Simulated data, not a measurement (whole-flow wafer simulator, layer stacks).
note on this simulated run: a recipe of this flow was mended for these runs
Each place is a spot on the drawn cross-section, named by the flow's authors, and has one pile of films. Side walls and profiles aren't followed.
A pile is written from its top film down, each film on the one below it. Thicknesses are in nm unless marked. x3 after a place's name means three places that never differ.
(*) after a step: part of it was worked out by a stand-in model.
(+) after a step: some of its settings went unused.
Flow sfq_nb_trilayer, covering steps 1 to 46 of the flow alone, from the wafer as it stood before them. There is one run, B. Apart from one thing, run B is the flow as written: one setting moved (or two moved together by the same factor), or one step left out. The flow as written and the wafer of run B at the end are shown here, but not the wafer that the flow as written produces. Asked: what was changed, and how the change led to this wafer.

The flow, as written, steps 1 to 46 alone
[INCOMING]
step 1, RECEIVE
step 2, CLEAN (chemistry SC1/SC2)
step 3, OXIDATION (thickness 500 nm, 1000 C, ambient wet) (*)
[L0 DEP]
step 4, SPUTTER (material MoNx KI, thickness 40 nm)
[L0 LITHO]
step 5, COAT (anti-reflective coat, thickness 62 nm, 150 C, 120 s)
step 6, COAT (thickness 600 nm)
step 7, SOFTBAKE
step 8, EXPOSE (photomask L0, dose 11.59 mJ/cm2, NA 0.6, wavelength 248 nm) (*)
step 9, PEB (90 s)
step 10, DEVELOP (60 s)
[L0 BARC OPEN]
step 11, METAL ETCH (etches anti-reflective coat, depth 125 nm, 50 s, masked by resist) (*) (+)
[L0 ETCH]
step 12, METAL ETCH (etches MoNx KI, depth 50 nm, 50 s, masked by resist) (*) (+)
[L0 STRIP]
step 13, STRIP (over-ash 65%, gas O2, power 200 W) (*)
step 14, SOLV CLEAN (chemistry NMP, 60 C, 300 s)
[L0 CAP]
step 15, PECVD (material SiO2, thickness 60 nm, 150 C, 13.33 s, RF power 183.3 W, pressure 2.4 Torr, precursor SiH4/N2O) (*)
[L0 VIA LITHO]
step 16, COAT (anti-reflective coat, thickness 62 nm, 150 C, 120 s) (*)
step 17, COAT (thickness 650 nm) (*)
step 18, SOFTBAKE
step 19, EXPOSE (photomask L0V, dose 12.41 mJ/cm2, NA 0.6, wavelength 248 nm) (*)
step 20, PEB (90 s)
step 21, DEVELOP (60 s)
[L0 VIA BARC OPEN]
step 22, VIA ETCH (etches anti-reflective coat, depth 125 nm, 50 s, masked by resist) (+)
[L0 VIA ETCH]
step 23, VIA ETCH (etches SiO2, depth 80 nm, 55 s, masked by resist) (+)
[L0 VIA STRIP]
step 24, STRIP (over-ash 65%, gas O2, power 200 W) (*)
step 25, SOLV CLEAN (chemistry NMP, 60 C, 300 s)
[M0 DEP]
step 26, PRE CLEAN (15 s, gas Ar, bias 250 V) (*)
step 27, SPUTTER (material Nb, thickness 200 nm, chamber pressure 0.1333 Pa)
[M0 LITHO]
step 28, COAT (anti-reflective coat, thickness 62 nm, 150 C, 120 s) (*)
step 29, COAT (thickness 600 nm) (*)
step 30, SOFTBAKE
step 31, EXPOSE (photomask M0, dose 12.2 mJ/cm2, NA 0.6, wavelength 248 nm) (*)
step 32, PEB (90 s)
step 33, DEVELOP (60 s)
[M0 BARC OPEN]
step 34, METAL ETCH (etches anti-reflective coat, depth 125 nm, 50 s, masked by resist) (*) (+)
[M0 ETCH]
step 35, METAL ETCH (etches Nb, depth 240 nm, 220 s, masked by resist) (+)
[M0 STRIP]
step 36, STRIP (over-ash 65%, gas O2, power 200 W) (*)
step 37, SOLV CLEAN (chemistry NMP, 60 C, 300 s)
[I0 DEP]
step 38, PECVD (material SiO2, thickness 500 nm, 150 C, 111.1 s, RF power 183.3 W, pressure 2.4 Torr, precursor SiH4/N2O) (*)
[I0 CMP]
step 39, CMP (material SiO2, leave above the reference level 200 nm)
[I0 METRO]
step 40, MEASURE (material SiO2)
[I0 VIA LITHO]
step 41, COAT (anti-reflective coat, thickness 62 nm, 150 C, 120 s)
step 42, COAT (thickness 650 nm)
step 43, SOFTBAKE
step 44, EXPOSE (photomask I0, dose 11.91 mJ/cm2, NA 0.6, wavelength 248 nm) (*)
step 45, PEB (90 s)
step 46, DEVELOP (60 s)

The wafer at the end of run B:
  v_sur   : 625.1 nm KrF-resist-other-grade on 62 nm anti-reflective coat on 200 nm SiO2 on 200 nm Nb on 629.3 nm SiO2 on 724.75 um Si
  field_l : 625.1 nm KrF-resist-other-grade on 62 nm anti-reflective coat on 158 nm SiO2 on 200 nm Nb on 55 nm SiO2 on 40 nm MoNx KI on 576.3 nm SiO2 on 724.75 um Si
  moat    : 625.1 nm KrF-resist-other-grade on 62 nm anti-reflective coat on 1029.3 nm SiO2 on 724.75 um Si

Cause: step 3, OXIDATION: 1023 C was run, though the flow has 1000 C.

Step by step, how the change led to this:
  step 3, OXIDATION (thickness 500 nm, 1000 C, ambient wet) (*)
      field_l, v_sur, via_wl and 103 more: +576.3 SiO2 (new film), -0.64 chemical SiO2 (all of it), -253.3 Si (it would be, as written: +500 SiO2 (new film), -0.64 chemical SiO2 (all of it), -219.7 Si)
